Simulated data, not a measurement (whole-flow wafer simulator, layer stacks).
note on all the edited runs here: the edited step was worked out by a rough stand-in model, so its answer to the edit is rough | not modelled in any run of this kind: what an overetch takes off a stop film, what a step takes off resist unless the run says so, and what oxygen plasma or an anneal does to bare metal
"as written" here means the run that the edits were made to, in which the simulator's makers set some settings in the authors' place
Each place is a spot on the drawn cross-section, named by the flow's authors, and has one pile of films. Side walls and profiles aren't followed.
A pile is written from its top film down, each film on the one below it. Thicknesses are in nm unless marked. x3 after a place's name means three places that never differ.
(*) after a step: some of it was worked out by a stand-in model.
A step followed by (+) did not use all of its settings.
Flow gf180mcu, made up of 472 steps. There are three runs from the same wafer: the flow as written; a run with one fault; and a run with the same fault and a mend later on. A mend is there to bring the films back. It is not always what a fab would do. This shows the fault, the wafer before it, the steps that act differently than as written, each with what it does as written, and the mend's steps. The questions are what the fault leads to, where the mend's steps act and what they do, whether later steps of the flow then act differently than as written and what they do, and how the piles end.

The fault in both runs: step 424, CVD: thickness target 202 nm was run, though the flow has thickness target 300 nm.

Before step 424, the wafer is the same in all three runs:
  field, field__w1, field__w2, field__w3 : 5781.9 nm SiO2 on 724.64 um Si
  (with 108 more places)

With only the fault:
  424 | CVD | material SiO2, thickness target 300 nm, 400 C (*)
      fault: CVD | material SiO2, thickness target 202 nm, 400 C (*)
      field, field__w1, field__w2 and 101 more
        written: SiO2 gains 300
        fault: SiO2 gains 202
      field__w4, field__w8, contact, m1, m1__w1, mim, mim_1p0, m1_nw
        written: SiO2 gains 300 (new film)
        fault: SiO2 gains 202 (new film)
  Steps later in the flow that act otherwise than as written (not shown: 2 more steps that differ only slightly, by at most 2% or 0.5 nm, whichever is larger):
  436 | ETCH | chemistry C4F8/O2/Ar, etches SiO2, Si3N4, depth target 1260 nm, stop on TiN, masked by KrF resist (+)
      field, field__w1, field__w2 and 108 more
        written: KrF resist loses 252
        fault: KrF resist loses 232
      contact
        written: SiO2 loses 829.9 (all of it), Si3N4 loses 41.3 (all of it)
        fault: SiO2 loses 731.9 (all of it), Si3N4 loses 41.3 (all of it)
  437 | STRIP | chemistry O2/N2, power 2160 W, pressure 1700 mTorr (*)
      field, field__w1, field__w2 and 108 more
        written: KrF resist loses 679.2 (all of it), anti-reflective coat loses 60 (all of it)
        fault: KrF resist loses 699.2 (all of it), anti-reflective coat loses 60 (all of it)
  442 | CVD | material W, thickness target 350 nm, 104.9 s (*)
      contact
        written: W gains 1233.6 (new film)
        fault: W gains 1134.8 (new film)
  By the end, the piles at field__w4, field__w8, contact, m1, m1__w1, mim, mim_1p0, m1_nw depart from the flow's by more than 2% or 0.5 nm, whichever is larger.
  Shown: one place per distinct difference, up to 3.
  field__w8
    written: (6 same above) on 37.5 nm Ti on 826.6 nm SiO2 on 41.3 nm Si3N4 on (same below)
    fault: (6 same above) on 37.5 nm Ti on 728.6 nm SiO2 on 41.3 nm Si3N4 on (same below)
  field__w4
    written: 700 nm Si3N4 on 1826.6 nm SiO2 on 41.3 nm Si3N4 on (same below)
    fault: 700 nm Si3N4 on 1728.6 nm SiO2 on 41.3 nm Si3N4 on (same below)
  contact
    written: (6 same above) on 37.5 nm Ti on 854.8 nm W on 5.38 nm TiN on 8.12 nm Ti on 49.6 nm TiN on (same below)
    fault: (6 same above) on 37.5 nm Ti on 756 nm W on 5.69 nm TiN on 8.59 nm Ti on 49.6 nm TiN on (same below)

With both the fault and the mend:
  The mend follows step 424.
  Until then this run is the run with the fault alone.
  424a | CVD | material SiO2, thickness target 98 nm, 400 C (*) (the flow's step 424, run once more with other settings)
      field, field__w1, field__w2 and 109 more
        SiO2 gains 98
  Every later step of the flow that is run acts as written at every place that is followed.
  At every place that both follow, the piles at the end match the flow's.
